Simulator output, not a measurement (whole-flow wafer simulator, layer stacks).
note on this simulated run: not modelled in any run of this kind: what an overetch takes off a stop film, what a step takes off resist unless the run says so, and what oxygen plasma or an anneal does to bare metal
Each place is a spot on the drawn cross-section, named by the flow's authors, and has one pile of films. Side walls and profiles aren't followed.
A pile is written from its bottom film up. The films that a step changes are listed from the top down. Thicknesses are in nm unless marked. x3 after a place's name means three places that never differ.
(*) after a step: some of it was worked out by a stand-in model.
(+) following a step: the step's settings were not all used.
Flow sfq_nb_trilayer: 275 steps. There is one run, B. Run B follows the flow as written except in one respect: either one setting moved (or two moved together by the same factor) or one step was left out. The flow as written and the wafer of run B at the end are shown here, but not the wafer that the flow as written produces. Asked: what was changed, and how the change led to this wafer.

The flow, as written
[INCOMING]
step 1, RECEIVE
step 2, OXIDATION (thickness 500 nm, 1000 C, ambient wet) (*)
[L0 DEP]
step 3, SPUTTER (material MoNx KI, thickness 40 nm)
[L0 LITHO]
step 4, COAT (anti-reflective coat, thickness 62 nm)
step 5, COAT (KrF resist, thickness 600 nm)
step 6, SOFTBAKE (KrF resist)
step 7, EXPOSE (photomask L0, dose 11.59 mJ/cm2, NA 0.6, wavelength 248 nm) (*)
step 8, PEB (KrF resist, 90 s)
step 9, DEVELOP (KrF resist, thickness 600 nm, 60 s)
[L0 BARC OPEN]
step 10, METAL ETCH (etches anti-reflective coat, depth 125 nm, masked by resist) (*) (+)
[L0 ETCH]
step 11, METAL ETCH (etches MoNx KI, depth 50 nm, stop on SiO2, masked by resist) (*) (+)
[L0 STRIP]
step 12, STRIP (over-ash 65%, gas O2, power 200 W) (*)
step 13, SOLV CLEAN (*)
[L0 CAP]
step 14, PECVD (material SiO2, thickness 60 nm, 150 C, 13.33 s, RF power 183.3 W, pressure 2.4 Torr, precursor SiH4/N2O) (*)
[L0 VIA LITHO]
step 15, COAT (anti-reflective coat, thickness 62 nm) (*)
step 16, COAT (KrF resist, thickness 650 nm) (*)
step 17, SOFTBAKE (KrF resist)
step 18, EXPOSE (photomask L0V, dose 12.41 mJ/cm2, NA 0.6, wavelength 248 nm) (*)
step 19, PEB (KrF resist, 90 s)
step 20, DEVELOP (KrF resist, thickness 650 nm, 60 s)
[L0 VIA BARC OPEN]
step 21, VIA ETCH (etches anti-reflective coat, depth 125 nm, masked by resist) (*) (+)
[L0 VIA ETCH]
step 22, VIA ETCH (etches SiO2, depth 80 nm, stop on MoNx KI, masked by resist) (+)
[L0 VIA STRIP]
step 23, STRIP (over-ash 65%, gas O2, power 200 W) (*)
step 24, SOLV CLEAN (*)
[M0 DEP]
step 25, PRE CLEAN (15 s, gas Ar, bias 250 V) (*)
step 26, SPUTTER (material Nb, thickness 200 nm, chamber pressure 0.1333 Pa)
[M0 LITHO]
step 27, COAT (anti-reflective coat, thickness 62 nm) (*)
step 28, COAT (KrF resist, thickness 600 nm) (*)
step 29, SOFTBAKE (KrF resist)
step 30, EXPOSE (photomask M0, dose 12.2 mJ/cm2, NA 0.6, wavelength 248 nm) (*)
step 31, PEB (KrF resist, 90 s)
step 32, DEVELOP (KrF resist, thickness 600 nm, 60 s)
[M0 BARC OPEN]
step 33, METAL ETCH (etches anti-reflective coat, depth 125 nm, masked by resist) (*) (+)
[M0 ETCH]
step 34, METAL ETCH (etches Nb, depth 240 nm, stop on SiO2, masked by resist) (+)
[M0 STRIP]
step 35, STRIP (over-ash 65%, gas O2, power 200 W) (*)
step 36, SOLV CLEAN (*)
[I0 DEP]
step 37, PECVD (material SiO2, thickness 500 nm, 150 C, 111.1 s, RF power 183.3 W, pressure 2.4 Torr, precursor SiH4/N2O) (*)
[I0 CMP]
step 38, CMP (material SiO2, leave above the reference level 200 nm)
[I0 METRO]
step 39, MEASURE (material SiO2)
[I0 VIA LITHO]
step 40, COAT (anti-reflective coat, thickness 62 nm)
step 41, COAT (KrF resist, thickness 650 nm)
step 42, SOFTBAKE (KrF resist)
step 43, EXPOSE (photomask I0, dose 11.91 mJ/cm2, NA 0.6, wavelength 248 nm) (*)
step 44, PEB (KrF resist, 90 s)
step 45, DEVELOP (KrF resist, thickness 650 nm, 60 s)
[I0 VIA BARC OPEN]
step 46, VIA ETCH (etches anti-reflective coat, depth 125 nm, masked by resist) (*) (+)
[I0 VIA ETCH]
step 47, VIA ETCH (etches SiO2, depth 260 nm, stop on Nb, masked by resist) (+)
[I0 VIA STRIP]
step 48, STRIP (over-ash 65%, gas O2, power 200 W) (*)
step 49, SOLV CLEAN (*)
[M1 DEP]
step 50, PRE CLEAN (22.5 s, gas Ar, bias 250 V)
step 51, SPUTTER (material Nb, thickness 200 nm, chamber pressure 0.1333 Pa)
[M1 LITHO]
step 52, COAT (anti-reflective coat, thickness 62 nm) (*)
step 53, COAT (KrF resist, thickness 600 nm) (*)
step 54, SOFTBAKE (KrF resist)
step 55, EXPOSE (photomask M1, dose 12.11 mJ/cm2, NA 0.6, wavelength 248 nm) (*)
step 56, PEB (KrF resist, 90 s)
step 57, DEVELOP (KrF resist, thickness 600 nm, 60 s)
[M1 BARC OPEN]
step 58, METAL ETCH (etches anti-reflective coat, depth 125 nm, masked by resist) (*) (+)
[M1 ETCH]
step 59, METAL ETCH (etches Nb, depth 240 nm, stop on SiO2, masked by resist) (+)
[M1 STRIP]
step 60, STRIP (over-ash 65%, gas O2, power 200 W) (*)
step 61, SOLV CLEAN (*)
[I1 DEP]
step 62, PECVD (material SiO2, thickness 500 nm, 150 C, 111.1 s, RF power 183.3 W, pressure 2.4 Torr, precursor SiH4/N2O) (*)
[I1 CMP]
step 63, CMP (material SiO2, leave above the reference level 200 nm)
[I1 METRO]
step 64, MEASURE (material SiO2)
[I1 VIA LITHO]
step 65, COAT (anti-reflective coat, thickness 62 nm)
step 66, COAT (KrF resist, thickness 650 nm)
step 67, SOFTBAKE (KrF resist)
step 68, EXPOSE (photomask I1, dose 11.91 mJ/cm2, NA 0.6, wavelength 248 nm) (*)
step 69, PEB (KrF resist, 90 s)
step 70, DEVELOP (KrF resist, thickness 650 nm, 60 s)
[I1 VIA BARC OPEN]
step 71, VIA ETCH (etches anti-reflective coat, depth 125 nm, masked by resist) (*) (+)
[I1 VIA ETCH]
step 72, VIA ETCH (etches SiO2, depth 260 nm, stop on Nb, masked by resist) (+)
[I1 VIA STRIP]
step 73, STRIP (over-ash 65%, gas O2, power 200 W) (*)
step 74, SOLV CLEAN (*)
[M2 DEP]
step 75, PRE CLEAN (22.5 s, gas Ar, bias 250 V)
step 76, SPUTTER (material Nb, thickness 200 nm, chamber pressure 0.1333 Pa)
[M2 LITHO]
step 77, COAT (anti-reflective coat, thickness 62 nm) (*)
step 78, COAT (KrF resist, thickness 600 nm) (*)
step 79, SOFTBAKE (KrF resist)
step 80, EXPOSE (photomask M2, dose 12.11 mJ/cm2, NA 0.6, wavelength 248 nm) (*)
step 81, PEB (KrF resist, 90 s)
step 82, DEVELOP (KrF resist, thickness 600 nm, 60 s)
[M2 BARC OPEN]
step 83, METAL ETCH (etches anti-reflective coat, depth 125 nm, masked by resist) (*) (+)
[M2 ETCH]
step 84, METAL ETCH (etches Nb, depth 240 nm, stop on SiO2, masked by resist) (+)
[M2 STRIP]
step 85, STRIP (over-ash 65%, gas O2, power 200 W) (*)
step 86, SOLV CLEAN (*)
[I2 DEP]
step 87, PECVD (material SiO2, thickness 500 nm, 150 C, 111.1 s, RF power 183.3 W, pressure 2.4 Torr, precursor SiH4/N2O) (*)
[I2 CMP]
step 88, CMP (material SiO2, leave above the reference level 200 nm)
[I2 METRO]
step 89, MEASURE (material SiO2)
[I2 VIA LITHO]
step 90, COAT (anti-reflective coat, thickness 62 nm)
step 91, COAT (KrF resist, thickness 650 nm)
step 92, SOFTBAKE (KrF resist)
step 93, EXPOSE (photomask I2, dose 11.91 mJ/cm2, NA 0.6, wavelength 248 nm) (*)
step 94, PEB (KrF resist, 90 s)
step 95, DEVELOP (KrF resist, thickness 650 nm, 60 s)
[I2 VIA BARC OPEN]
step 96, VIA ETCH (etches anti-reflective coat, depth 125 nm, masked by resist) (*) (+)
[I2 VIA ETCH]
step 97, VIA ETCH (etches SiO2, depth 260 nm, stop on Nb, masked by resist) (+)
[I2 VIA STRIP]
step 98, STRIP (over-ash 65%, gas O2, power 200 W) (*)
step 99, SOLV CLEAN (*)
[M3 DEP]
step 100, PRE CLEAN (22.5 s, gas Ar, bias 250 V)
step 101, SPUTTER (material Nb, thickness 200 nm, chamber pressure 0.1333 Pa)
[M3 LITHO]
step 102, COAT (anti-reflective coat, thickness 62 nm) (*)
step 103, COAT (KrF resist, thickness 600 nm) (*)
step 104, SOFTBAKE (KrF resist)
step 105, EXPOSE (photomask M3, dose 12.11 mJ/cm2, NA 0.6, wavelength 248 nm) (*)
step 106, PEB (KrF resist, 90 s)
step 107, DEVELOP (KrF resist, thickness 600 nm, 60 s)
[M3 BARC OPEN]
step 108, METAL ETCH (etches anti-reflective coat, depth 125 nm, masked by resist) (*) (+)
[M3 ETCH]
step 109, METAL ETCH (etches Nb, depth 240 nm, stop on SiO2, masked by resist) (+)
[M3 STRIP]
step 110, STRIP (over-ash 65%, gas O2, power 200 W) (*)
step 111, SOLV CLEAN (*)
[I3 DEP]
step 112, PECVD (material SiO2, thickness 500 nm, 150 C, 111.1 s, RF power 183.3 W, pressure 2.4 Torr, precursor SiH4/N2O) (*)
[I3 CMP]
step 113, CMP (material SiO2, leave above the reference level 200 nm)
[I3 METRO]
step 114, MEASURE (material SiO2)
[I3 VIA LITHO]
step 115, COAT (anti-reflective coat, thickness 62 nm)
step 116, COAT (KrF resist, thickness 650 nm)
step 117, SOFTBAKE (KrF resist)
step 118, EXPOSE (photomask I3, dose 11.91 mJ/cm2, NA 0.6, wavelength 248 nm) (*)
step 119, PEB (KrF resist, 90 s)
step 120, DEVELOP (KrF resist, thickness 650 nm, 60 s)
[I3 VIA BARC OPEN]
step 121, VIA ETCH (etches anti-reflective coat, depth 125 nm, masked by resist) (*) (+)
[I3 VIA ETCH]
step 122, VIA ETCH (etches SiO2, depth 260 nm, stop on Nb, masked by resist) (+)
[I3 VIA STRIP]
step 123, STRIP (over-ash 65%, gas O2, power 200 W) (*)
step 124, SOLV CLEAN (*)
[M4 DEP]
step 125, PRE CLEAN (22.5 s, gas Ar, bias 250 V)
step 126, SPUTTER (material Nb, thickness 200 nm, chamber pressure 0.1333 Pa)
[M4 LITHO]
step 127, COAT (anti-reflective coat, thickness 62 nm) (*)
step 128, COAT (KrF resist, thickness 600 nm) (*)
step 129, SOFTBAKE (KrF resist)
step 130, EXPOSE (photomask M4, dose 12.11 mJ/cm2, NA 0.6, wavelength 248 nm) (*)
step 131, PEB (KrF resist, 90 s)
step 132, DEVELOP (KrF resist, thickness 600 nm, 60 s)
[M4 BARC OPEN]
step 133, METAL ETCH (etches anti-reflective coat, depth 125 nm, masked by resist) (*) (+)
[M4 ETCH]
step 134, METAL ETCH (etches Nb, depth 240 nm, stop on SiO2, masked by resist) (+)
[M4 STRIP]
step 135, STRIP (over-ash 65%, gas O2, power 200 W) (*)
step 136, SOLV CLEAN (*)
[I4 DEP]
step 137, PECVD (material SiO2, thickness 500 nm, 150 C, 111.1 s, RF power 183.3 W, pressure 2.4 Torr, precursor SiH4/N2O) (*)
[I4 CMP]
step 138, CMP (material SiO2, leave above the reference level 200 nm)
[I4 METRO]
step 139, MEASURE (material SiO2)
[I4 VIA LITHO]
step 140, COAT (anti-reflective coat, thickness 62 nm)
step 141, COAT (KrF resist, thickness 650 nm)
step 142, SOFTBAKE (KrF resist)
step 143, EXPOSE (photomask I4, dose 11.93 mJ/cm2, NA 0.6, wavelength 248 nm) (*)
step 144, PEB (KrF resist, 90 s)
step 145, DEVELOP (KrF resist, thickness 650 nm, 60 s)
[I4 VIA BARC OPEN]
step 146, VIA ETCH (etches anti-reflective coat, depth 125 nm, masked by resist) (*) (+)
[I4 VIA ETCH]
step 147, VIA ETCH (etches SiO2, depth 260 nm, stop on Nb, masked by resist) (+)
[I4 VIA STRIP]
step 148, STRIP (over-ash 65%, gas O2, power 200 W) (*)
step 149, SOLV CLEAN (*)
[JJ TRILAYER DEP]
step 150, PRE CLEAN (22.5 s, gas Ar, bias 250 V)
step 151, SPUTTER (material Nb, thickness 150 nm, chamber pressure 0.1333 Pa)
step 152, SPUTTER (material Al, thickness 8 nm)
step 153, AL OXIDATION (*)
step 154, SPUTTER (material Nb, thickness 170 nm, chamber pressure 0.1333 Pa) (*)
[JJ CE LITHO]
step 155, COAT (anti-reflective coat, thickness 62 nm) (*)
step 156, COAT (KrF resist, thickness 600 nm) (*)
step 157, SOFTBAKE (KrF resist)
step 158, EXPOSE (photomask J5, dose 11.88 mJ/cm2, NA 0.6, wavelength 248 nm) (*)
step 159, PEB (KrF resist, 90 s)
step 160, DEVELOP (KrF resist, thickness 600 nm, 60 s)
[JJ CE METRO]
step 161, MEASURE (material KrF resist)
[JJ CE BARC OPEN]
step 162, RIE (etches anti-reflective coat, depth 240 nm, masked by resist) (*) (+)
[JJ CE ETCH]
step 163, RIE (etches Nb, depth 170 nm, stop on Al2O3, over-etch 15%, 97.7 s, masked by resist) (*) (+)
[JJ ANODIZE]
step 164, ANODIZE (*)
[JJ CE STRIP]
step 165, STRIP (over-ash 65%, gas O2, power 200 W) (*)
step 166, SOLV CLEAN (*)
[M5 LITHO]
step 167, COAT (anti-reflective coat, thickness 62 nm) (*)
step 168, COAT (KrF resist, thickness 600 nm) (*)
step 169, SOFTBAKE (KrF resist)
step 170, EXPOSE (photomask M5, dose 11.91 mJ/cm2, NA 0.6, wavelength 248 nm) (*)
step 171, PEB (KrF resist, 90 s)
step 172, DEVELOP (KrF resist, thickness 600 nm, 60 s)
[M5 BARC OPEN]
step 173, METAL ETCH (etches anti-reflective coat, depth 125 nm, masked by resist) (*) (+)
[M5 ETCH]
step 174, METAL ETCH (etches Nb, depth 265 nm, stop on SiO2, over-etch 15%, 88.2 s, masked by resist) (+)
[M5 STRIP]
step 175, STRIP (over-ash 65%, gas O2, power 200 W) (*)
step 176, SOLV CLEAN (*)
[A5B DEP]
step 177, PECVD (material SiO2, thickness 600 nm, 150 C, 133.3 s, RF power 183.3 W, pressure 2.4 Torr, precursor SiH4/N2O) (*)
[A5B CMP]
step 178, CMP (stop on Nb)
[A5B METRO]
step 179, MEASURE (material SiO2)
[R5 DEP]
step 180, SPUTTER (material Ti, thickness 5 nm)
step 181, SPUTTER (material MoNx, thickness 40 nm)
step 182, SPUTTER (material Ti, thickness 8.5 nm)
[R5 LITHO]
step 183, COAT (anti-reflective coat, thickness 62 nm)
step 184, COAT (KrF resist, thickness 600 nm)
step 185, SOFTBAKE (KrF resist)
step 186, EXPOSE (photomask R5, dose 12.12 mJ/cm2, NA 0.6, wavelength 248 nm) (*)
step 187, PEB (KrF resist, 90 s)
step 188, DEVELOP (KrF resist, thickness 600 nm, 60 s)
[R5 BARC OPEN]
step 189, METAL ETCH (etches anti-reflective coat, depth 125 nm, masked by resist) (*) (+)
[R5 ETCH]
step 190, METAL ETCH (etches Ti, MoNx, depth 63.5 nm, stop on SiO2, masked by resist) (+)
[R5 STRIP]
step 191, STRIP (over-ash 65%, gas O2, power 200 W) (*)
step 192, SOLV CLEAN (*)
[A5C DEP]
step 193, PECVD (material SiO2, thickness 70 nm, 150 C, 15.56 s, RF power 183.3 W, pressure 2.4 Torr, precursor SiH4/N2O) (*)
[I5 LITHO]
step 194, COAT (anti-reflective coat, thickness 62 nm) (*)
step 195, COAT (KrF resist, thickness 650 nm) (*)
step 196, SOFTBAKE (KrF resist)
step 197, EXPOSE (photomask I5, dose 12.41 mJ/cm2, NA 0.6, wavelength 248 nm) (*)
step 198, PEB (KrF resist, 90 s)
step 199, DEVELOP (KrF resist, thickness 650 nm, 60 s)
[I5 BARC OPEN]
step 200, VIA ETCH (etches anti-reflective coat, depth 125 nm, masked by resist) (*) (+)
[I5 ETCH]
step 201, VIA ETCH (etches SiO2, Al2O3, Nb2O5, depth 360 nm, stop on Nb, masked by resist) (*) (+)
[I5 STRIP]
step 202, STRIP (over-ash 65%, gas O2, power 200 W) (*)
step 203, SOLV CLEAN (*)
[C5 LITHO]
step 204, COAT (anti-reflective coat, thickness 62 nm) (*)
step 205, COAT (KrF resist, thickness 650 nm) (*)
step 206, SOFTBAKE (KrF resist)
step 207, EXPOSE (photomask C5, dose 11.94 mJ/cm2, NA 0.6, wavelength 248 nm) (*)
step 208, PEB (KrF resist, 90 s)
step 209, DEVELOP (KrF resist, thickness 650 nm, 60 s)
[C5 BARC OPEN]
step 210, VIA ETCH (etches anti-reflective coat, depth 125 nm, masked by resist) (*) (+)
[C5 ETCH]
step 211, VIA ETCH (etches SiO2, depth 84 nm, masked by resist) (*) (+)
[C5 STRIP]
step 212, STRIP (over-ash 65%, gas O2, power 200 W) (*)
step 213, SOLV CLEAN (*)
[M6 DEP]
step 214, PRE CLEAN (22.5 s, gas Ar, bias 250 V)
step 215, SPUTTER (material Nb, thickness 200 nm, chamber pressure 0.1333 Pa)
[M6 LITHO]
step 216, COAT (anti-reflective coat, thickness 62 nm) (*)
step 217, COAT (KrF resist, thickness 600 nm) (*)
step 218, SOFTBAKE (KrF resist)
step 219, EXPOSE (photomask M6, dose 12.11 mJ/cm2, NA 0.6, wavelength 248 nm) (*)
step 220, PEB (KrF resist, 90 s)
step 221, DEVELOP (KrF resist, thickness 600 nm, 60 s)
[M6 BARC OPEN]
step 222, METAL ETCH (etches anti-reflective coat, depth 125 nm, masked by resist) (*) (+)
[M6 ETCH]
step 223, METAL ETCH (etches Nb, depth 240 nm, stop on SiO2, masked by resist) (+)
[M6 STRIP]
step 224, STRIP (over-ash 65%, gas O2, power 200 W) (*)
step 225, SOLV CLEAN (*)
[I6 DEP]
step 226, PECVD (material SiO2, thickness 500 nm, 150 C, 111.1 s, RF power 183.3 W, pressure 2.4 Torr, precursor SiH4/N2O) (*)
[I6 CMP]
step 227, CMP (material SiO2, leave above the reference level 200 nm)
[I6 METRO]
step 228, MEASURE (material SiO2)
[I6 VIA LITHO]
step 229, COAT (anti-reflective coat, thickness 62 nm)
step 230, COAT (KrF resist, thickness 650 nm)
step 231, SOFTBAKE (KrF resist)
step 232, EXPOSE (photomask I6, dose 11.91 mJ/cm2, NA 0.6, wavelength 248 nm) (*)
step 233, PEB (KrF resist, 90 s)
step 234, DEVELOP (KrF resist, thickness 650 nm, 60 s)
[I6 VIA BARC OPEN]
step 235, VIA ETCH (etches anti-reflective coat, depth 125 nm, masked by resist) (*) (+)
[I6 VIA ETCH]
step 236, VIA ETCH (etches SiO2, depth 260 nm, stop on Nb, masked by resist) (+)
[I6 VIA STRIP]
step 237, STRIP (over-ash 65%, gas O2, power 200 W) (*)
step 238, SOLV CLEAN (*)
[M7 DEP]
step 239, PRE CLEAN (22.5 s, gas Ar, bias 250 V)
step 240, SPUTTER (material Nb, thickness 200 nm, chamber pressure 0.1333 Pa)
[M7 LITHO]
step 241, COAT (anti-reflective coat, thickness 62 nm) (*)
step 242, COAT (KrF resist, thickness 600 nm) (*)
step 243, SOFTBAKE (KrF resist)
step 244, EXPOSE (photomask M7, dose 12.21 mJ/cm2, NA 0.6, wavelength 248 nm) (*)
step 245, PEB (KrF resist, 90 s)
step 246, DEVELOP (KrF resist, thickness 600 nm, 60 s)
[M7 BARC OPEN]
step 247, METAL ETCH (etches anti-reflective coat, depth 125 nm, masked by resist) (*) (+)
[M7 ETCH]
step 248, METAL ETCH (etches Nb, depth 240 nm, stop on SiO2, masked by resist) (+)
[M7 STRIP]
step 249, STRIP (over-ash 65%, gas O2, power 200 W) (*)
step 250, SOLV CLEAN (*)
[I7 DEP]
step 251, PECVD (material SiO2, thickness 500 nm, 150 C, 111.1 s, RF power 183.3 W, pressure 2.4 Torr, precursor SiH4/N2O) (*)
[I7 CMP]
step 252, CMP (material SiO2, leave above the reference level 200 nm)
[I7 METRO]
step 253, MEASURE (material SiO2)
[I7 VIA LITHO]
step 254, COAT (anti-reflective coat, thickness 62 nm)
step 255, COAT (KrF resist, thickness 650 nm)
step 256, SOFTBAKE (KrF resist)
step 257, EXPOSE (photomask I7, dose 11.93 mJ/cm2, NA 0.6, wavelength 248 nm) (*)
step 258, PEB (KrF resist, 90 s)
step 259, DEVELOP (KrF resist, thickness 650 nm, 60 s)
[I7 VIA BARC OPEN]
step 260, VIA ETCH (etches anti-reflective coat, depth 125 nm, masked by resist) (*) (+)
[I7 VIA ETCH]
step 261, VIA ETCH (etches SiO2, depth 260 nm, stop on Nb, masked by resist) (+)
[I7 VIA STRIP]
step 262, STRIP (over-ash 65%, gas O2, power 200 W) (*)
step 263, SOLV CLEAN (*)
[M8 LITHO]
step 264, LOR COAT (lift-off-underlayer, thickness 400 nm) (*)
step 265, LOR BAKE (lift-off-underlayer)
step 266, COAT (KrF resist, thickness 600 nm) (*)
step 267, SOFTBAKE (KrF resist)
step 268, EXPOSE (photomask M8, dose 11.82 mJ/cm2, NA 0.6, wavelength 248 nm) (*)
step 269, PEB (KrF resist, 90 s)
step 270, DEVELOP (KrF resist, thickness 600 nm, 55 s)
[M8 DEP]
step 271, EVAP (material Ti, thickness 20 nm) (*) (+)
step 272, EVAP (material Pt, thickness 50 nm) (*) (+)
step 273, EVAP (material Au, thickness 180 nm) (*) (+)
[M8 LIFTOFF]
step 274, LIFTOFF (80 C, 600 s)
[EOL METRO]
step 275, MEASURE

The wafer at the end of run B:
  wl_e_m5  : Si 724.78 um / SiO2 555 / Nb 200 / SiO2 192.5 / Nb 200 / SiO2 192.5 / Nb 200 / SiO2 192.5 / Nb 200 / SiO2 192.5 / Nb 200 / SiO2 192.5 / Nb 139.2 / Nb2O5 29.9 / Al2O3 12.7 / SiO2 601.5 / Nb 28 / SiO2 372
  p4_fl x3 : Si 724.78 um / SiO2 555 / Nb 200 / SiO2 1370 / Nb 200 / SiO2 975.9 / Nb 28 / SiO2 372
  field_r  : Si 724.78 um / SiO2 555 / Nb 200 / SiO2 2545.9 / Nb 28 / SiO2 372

The reason: step 248, METAL ETCH: depth 172 nm was run, whereas the flow has depth 240 nm.

How this came from the change, step by step:
  step 248, METAL ETCH (etches Nb, depth 240 nm, stop on SiO2, masked by resist) (+)
      field_l, field_r, lsp_l and 62 more: -172 Nb (in the flow as written it would be: -200 Nb (all of it))
      v_sur, via_wl, via_w and 38 more: -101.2 KrF resist (in the flow as written it would be: -141.2 KrF resist)
  step 249, STRIP (over-ash 65%, gas O2, power 200 W) (*)
      wl_j_sl, wl_jj, wl_j_sr and 14 more: -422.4 KrF resist (all of it), -62 anti-reflective coat (all of it) (in the flow as written it would be: -382.4 KrF resist (all of it), -62 anti-reflective coat (all of it))
      ln_m5, lsp_m, ln_m6, lsp_r: -421.9 KrF resist (all of it), -61.8 anti-reflective coat (all of it) (in the flow as written it would be: -381.9 KrF resist (all of it), -61.8 anti-reflective coat (all of it))
      (as well as at 20 more places)
  step 251, PECVD (material SiO2, thickness 500 nm, 150 C, 111.1 s, RF power 183.3 W, pressure 2.4 Torr, precursor SiH4/N2O) (*)
      field_l, p4_fl x3, p4_w1 x9 and 46 more: +500 SiO2 (new film) (in the flow as written it would be: +500 SiO2)
      field_r, lsp_l: +480.8 SiO2 (new film) (in the flow as written it would be: +477.7 SiO2)
      (as well as at 4 more places)
  step 252, CMP (material SiO2, leave above the reference level 200 nm)
      field_l, p4_fl x3, p4_w1 x9 and 46 more: -128 SiO2 (in the flow as written it would be: -100 SiO2)
      field_r, lsp_l: -108.8 SiO2 (in the flow as written it would be: -77.7 SiO2)
      (as well as at 2 more places)
If metal films that touch count as one body, wl_e_m5 has 7 bodies (between them, from the top down: SiO2 601.5 / Al2O3 12.7 / Nb2O5 29.9; SiO2 192.5; SiO2 192.5; SiO2 192.5; SiO2 192.5; SiO2 192.5); the flow as written gives 6 bodies (between them, from the top down: SiO2 192.5; SiO2 192.5; SiO2 192.5; SiO2 192.5; SiO2 192.5).
If metal films that touch count as one body, p4_fl x3 has 3 bodies (between them, from the top down: SiO2 975.9; SiO2 1370); the flow as written gives 2 bodies (between them, from the top down: SiO2 1370).
If metal films that touch count as one body, field_r has 2 bodies (between them, from the top down: SiO2 2545.9); the flow as written gives 1 body.
